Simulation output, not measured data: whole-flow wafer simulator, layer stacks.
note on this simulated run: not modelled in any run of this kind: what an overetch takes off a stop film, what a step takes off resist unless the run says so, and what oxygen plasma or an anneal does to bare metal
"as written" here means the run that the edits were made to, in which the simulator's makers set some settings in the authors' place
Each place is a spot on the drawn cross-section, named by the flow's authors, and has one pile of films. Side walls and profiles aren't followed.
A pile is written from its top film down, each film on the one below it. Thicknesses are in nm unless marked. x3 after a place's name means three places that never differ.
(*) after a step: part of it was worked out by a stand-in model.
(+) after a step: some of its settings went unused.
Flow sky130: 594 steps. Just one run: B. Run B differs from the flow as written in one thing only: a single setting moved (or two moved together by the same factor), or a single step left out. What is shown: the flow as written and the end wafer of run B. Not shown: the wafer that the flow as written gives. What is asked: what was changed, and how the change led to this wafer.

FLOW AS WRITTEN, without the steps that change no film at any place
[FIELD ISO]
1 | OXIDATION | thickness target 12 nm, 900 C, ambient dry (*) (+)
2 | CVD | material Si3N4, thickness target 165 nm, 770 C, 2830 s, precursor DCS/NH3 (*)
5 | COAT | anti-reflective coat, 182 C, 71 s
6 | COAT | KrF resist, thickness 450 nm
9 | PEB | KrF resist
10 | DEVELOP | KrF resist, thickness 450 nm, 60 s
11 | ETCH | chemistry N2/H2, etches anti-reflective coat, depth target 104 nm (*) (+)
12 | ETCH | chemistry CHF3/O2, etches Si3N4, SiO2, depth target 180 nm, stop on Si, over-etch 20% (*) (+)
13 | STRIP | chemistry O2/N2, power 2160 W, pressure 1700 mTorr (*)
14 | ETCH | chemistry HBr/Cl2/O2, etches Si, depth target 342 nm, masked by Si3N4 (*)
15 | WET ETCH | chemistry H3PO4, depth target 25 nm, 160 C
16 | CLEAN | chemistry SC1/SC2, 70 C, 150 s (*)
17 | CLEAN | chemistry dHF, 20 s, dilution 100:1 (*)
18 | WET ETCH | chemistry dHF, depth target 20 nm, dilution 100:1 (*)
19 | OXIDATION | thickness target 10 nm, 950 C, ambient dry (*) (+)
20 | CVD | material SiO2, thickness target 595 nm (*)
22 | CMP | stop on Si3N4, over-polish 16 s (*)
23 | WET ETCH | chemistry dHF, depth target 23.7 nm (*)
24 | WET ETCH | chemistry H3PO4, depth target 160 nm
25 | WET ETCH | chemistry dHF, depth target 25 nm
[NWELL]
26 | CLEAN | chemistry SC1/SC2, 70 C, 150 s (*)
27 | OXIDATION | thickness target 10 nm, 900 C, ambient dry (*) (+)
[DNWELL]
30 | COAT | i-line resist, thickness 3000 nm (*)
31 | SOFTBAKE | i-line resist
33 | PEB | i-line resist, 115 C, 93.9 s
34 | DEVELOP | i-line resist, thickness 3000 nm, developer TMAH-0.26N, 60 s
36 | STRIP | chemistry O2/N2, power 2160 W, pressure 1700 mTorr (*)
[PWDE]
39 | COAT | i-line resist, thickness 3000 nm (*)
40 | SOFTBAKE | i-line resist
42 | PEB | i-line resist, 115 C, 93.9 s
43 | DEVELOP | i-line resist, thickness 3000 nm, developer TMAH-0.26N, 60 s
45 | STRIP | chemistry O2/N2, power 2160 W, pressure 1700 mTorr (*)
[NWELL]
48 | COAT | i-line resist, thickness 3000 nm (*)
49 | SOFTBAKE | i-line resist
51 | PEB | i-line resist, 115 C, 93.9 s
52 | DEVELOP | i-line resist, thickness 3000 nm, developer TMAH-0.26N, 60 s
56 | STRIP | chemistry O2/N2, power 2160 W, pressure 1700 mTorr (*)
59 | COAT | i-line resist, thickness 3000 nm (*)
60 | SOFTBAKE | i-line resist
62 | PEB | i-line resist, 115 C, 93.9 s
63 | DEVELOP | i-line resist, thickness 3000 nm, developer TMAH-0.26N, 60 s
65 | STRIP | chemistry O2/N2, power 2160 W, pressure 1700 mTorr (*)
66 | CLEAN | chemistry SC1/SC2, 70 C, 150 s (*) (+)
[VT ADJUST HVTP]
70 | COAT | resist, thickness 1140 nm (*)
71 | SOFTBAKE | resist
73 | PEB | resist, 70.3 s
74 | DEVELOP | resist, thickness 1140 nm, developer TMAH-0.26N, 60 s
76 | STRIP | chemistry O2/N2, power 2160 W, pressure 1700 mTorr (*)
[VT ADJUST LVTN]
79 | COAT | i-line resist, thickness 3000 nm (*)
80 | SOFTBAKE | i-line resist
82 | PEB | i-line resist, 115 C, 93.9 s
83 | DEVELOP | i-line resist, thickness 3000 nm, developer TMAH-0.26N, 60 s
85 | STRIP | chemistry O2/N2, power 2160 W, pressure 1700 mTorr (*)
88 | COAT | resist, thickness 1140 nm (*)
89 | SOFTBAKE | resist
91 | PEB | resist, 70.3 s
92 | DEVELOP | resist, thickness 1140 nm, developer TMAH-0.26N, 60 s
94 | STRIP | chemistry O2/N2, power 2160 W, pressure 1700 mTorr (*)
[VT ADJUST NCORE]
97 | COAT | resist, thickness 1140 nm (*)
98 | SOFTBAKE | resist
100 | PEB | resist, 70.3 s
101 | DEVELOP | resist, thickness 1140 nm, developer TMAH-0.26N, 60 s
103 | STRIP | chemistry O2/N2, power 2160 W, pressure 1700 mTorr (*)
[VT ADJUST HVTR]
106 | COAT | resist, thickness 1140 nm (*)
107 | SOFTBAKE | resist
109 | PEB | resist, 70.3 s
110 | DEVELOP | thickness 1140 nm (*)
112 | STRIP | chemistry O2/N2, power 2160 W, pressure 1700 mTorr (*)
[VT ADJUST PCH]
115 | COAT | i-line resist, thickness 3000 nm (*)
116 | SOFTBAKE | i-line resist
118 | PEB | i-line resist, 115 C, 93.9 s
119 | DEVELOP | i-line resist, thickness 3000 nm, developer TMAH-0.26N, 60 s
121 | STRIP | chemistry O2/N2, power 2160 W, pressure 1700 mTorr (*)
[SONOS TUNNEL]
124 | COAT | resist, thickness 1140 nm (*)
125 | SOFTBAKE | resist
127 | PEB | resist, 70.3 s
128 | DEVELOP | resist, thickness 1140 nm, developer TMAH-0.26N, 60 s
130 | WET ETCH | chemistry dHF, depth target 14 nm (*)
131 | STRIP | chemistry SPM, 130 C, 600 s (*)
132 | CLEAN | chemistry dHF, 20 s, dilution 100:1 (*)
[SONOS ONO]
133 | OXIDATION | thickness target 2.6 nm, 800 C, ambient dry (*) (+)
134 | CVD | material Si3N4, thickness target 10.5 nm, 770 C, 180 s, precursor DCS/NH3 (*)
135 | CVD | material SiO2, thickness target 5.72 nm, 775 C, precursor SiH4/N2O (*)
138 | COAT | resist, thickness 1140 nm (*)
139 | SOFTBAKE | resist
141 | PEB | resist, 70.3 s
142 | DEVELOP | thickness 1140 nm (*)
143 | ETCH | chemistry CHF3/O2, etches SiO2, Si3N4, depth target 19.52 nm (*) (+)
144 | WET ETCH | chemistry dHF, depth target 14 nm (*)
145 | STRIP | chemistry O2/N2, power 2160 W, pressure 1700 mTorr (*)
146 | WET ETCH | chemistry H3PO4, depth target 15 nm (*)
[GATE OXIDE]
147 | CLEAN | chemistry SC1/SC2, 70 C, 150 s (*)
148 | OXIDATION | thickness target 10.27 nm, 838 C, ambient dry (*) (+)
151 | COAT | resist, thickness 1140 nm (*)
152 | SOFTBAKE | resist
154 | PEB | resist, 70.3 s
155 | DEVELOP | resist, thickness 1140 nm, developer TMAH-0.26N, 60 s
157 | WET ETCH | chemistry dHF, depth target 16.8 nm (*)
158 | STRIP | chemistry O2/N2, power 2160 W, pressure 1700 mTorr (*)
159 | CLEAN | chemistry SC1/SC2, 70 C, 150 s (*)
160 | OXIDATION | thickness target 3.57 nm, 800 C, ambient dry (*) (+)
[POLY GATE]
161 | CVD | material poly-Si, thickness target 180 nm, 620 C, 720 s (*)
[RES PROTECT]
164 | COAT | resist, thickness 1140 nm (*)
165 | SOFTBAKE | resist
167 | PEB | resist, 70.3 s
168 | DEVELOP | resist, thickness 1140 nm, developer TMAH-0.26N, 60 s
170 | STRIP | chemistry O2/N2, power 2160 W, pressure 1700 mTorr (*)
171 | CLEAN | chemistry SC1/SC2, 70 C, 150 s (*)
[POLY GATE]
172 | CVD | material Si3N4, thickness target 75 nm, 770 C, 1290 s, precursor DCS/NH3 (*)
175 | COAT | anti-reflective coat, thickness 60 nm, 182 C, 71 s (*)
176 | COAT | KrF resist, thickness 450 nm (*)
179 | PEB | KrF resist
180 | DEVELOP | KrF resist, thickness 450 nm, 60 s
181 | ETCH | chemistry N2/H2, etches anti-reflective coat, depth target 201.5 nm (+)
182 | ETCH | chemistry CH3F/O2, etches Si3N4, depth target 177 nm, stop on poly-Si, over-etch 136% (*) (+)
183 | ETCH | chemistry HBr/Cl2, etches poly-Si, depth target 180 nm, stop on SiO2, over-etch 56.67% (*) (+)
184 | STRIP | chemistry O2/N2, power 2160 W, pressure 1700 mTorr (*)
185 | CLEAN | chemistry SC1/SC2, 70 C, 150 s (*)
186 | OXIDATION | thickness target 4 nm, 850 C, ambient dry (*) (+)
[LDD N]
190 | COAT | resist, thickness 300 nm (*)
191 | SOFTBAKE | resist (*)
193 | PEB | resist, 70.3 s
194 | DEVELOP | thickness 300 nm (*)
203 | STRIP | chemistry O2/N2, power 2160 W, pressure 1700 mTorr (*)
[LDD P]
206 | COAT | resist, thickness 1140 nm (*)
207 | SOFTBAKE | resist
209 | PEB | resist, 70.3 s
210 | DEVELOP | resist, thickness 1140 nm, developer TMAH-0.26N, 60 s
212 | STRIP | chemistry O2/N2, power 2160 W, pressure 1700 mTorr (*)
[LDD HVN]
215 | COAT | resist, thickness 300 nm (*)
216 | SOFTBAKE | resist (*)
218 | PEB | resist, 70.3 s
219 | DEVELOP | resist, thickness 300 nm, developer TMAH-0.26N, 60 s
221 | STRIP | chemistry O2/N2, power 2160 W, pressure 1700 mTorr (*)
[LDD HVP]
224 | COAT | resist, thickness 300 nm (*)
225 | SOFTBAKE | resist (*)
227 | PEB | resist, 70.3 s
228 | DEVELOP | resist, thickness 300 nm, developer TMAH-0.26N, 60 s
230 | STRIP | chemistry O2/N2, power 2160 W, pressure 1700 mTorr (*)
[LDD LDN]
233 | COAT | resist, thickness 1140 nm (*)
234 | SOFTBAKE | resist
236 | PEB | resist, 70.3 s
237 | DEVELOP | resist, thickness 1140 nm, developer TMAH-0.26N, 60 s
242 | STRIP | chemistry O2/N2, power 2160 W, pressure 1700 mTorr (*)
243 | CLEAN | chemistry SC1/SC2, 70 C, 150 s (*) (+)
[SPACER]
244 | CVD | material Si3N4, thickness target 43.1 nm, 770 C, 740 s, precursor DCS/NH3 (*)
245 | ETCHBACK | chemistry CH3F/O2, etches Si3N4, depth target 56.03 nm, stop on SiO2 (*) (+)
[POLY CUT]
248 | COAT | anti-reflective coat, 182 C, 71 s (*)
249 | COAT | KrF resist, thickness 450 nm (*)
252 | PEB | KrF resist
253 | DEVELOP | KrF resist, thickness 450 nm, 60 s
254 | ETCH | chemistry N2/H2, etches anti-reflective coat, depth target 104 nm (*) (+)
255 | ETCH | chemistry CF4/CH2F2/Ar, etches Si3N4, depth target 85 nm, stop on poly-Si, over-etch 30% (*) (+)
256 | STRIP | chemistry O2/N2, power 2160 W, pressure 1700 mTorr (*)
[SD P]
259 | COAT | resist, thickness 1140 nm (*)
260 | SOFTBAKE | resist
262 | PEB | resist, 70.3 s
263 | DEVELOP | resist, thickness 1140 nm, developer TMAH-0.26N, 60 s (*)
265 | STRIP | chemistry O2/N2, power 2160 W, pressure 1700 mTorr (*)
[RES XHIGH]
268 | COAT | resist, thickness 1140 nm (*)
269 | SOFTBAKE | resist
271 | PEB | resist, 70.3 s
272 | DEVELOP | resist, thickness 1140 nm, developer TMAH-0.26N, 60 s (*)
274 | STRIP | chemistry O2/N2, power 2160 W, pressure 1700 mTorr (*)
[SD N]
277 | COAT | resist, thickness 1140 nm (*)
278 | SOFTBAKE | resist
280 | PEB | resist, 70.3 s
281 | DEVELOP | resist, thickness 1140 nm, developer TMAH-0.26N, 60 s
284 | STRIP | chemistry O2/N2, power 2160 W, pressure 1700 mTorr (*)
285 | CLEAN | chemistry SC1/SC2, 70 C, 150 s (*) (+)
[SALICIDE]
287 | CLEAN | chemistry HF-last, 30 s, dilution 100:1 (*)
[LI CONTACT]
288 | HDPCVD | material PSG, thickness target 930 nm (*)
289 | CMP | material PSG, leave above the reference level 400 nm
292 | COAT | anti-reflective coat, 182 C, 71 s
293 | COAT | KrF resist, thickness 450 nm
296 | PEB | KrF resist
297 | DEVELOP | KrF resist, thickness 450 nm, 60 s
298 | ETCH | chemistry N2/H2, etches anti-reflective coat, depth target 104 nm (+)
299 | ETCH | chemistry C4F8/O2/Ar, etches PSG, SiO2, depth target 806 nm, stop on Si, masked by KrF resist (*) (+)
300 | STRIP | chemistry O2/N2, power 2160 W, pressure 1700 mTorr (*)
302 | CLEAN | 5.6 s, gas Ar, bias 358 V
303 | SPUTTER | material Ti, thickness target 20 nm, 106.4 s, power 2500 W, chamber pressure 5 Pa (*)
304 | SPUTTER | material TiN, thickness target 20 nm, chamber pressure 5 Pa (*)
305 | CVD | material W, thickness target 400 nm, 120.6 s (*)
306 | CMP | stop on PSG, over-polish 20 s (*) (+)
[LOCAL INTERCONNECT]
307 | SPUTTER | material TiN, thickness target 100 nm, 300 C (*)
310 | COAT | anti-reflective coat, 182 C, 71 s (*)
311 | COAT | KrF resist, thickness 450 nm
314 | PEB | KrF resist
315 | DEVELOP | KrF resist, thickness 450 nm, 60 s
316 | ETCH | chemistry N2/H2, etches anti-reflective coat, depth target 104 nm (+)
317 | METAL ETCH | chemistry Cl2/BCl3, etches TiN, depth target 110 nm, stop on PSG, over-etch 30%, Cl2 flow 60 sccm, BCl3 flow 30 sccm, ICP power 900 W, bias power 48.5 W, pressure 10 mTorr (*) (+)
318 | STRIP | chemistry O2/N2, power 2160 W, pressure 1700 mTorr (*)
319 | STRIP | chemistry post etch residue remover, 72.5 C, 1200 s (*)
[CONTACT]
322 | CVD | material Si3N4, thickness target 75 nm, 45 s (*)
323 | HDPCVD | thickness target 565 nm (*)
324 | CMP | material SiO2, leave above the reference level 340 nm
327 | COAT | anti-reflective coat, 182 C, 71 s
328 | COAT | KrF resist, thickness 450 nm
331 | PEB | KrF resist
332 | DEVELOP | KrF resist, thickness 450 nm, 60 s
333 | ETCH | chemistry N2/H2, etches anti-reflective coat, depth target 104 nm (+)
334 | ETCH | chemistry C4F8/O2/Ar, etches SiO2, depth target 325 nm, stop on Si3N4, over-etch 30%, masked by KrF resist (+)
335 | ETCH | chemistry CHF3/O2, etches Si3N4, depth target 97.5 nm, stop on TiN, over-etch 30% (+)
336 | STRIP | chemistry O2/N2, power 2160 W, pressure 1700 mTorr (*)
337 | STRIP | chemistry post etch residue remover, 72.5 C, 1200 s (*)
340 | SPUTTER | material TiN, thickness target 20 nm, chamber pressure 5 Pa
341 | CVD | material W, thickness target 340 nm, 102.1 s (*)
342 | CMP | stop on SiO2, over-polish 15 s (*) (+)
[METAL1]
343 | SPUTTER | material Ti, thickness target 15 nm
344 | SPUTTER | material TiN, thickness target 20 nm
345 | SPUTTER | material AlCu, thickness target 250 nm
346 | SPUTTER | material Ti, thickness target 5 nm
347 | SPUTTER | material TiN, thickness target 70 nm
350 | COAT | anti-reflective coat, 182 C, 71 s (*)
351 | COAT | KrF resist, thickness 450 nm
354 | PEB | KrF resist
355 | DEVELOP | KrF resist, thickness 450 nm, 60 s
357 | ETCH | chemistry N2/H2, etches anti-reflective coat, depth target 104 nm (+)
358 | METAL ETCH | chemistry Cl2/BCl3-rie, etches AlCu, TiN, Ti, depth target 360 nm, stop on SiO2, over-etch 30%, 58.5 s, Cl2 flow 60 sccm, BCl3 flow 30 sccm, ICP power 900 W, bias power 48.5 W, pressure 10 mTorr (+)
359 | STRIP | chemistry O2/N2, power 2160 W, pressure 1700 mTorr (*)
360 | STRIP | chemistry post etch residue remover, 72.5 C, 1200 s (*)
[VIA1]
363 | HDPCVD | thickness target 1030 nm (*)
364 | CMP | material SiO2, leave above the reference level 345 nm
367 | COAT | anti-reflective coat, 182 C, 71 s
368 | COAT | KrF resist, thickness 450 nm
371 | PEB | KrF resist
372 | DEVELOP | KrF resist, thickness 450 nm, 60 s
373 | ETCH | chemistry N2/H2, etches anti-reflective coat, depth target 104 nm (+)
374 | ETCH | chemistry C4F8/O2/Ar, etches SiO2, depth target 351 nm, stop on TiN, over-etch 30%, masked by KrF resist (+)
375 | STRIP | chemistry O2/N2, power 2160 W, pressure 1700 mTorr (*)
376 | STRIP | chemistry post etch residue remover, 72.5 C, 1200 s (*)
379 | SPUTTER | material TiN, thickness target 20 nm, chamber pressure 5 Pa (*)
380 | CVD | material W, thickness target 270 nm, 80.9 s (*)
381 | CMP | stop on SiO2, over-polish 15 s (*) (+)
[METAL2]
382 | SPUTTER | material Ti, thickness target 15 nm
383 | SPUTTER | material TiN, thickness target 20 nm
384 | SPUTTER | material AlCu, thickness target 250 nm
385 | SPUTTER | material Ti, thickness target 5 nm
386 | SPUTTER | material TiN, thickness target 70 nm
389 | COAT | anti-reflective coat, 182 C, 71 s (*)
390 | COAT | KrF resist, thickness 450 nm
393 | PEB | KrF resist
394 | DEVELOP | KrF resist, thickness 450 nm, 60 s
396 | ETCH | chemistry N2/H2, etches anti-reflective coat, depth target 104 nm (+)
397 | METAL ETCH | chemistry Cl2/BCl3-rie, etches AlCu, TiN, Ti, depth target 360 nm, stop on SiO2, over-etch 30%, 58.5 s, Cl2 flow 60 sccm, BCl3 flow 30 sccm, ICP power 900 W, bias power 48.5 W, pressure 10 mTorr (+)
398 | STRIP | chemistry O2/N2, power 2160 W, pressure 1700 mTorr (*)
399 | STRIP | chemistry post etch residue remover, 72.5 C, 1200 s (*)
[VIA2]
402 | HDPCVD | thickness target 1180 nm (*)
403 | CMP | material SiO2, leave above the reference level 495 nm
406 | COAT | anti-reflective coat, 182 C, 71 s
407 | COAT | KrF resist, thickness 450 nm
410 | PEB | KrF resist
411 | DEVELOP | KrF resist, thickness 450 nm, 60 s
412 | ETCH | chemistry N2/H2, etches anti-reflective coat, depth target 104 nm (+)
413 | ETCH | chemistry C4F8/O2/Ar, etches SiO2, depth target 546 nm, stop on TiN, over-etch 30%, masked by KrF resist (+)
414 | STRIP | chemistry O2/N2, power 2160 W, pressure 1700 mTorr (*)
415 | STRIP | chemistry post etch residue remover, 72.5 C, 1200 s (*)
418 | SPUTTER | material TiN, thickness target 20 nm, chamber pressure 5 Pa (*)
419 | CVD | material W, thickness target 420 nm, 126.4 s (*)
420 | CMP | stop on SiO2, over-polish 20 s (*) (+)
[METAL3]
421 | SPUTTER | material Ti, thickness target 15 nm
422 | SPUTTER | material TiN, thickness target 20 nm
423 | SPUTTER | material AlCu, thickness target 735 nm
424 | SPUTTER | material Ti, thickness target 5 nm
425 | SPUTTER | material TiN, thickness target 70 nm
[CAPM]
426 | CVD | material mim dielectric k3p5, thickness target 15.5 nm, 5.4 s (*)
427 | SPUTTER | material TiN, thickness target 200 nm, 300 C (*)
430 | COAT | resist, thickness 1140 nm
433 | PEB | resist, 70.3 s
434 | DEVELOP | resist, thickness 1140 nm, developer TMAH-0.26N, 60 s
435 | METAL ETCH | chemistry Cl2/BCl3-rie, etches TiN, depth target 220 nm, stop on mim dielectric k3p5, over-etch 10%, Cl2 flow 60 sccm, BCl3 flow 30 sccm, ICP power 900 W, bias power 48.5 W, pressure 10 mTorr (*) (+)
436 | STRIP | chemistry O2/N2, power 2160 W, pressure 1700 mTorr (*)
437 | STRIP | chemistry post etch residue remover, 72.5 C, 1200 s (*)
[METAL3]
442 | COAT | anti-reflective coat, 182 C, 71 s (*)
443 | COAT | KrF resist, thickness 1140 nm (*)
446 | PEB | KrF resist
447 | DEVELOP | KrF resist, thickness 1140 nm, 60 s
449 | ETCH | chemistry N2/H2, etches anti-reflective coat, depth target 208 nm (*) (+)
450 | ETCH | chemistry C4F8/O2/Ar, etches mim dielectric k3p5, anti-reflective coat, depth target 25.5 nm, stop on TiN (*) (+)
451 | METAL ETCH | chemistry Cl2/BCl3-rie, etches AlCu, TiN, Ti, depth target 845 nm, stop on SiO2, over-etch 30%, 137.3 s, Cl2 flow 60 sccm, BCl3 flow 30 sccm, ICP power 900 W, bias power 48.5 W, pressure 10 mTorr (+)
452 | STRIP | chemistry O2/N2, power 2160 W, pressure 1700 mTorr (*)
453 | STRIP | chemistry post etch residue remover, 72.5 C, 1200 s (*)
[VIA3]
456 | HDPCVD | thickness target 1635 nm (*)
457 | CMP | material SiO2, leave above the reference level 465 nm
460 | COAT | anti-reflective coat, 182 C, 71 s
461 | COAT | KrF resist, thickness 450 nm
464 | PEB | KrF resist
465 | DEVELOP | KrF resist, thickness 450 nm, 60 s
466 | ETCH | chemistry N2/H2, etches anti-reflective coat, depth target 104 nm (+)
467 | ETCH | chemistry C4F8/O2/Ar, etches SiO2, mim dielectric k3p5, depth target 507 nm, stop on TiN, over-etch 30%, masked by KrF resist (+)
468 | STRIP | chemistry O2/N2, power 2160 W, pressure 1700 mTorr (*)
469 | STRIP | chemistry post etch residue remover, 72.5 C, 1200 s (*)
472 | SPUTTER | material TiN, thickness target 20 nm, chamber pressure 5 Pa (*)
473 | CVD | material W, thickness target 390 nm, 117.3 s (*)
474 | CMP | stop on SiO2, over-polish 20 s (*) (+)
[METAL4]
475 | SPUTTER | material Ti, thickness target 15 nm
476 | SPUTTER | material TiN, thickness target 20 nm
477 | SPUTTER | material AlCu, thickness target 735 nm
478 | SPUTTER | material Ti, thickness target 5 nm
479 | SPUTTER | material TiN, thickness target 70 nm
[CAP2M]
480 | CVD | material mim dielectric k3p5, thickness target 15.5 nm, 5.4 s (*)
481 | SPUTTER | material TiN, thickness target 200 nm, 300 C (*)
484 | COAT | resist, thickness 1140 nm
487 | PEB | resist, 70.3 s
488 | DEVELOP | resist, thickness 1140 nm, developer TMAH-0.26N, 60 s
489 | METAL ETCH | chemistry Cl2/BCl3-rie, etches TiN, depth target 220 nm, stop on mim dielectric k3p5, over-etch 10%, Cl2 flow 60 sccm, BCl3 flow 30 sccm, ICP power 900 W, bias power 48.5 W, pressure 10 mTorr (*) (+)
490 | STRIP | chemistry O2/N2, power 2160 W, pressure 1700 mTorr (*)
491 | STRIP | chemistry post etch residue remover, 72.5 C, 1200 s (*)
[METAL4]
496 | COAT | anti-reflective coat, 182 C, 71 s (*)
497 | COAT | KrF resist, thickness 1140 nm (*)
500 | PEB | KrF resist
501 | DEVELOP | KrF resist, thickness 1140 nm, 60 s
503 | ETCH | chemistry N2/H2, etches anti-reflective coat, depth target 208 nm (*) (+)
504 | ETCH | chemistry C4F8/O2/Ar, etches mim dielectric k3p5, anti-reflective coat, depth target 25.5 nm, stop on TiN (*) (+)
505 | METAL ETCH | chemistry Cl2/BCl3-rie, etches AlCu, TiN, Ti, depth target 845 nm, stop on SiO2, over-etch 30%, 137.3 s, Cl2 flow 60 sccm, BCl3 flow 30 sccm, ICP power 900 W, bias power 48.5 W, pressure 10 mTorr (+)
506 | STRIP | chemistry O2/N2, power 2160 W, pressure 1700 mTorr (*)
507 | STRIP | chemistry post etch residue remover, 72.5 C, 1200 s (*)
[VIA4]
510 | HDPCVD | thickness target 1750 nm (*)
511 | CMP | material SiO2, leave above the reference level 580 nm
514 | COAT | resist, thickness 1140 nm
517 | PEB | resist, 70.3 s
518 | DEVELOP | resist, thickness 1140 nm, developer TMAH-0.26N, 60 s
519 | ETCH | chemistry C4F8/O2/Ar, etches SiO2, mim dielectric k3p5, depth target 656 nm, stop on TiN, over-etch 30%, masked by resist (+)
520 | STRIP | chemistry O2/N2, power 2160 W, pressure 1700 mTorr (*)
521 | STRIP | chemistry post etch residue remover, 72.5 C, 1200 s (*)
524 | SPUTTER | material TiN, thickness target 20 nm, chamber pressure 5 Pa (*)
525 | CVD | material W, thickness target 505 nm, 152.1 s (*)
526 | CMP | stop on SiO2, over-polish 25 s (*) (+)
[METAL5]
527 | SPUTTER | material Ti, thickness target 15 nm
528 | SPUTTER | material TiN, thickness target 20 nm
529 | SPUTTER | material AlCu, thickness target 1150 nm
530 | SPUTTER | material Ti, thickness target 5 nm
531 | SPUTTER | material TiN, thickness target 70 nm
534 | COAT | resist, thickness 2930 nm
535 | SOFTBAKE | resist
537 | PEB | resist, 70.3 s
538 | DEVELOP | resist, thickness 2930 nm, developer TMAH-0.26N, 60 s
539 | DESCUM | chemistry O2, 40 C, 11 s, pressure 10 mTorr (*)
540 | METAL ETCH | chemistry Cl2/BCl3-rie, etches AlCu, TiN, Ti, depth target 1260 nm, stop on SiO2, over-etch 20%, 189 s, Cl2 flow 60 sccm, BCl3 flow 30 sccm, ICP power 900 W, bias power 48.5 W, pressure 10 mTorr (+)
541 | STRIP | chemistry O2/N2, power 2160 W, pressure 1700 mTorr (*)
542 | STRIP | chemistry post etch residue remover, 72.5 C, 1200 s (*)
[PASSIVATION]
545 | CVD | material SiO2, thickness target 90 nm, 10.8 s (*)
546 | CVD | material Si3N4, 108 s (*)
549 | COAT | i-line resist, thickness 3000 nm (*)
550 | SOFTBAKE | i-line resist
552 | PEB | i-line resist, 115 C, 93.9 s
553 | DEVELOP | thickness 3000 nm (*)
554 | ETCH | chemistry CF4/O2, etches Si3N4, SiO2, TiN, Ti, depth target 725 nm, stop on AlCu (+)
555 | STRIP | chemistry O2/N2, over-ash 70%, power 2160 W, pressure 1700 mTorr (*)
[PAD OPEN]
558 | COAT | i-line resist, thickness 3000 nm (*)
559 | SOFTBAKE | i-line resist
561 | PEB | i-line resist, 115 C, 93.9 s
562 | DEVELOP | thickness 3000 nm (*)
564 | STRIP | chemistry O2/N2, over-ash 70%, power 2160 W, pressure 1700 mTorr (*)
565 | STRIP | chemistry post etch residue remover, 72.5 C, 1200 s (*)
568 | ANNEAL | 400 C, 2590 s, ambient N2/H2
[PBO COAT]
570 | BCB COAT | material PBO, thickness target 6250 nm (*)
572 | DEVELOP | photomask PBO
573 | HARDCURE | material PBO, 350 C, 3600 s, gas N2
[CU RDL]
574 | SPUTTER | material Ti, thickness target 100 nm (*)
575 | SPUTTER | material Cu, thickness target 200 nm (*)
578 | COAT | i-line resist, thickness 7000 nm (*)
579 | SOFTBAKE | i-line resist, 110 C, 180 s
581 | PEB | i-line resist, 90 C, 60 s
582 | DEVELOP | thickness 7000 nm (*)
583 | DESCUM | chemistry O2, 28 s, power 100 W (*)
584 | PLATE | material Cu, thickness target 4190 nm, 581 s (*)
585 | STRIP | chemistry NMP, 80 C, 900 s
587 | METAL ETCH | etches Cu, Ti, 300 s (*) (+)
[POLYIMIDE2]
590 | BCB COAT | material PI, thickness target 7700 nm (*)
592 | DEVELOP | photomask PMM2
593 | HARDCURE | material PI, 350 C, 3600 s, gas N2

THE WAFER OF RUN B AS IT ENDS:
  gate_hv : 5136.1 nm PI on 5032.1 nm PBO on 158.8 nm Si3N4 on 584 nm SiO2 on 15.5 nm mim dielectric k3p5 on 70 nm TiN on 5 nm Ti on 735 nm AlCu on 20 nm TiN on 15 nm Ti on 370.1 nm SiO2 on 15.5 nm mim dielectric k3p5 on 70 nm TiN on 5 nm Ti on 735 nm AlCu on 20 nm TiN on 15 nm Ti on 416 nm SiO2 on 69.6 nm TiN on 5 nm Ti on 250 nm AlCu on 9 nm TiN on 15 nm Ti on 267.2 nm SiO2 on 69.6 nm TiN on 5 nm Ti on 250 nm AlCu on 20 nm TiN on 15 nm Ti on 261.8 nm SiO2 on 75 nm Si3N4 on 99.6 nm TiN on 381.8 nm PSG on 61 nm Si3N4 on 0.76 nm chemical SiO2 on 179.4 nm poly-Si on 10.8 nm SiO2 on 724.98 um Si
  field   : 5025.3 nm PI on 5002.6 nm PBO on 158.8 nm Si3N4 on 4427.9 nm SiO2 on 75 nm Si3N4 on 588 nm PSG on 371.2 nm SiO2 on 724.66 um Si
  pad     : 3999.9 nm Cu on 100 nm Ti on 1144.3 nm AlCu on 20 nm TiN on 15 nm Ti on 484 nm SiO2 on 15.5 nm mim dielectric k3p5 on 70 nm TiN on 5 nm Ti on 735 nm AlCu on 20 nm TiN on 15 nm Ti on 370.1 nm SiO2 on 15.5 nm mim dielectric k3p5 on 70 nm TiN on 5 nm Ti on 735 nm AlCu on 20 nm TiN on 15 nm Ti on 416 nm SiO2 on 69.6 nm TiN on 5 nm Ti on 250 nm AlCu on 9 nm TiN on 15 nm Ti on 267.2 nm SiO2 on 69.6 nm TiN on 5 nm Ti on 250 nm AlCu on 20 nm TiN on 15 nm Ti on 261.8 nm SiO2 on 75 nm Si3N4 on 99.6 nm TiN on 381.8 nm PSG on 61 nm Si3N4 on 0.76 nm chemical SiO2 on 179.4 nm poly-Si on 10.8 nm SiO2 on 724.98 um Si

The reason: step 383, SPUTTER: thickness target 9 nm was run, whereas the flow has thickness target 20 nm.
The wafer lets one read it off: gate_hv has TiN 9, and step 383 as written asks for 20 nm.

How this came from the change, step by step:
  383 | SPUTTER | material TiN, thickness target 20 nm
      field, active, n_well and 188 more: TiN gains 9 (new film) (as written it would have been: TiN gains 20 (new film))
  397 | METAL ETCH | chemistry Cl2/BCl3-rie, etches AlCu, TiN, Ti, depth target 360 nm, stop on SiO2, over-etch 30%, 58.5 s, Cl2 flow 60 sccm, BCl3 flow 30 sccm, ICP power 900 W, bias power 48.5 W, pressure 10 mTorr (+)
      field, active, gate and 82 more: TiN loses 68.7 (all of it), Ti loses 5 (all of it), AlCu loses 250 (all of it), TiN loses 9 (all of it), Ti loses 15 (all of it), SiO2 loses 12 (as written it would have been: TiN loses 68.7 (all of it), Ti loses 5 (all of it), AlCu loses 250 (all of it), TiN loses 20 (all of it), Ti loses 15 (all of it), SiO2 loses 10.9)
  403 | CMP | material SiO2, leave above the reference level 495 nm
      field, active, gate and 82 more: SiO2 loses 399 (as written it would have been: SiO2 loses 389.1)
